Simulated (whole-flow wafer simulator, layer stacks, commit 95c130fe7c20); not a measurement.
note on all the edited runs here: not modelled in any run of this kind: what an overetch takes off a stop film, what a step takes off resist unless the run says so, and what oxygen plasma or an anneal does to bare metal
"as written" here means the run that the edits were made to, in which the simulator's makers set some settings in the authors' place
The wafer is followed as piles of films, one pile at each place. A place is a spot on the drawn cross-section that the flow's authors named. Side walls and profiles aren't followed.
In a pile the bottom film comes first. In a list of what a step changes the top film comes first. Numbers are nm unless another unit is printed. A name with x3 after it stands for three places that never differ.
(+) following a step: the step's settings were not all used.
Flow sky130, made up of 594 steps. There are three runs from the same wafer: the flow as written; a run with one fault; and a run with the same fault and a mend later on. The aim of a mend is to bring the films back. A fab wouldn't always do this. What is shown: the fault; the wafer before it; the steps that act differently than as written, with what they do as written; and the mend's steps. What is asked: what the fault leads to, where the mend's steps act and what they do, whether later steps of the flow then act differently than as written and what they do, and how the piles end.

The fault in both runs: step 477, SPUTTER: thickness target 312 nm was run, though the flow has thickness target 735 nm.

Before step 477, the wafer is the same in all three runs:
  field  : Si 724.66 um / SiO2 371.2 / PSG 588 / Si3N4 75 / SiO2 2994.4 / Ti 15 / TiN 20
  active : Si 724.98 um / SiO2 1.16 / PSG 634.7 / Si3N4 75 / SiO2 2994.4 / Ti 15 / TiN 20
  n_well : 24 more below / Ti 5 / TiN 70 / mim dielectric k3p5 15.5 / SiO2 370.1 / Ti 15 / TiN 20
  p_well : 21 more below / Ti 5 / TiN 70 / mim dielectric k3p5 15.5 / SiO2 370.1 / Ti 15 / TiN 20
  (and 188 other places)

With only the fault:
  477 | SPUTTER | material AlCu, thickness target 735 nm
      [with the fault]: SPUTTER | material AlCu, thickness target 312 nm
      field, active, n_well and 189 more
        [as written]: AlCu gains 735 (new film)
        [with the fault]: AlCu gains 312 (new film)
  Steps further on in the flow that do not act as written (7 other steps are not shown; they differ only slightly, by no more than 2% or 0.5 nm, whichever is larger):
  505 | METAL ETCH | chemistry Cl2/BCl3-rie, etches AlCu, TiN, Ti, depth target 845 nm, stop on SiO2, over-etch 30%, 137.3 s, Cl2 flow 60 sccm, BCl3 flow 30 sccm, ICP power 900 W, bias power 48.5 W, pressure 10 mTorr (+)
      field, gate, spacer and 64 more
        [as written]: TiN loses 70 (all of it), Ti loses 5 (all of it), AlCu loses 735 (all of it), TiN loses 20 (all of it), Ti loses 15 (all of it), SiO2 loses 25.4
        [with the fault]: TiN loses 70 (all of it), Ti loses 5 (all of it), AlCu loses 312 (all of it), TiN loses 20 (all of it), Ti loses 15 (all of it), SiO2 loses 67.7
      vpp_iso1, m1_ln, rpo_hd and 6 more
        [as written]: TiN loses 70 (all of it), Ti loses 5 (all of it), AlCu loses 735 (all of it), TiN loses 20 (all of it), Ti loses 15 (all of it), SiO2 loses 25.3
        [with the fault]: TiN loses 70 (all of it), Ti loses 5 (all of it), AlCu loses 312 (all of it), TiN loses 20 (all of it), Ti loses 15 (all of it), SiO2 loses 67.6
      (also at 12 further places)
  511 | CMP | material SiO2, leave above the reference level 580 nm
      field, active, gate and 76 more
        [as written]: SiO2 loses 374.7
        [with the fault]: SiO2 loses 755.3
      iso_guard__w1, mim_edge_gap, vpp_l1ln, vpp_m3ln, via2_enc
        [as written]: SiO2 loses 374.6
        [with the fault]: SiO2 loses 755.4
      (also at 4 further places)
  The piles end different from the flow's at field, active, n_well and 190 more by more than 2% or 0.5 nm, whichever is larger.
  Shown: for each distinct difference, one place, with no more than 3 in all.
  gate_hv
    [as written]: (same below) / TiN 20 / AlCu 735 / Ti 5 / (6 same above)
    [with the fault]: (same below) / TiN 20 / AlCu 312 / Ti 5 / (6 same above)
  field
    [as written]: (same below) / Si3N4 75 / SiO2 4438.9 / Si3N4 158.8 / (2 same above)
    [with the fault]: (same below) / Si3N4 75 / SiO2 4015.9 / Si3N4 158.8 / (2 same above)
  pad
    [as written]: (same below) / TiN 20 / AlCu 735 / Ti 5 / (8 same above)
    [with the fault]: (same below) / TiN 20 / AlCu 312 / Ti 5 / (8 same above)

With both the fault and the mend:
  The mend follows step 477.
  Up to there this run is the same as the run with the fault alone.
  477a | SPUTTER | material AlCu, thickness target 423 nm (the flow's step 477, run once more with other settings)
      field, active, n_well and 189 more
        AlCu gains 423
  Later steps of the flow that are run all act as written at every place that is followed.
  At every place that both follow, the piles at the end match the flow's.
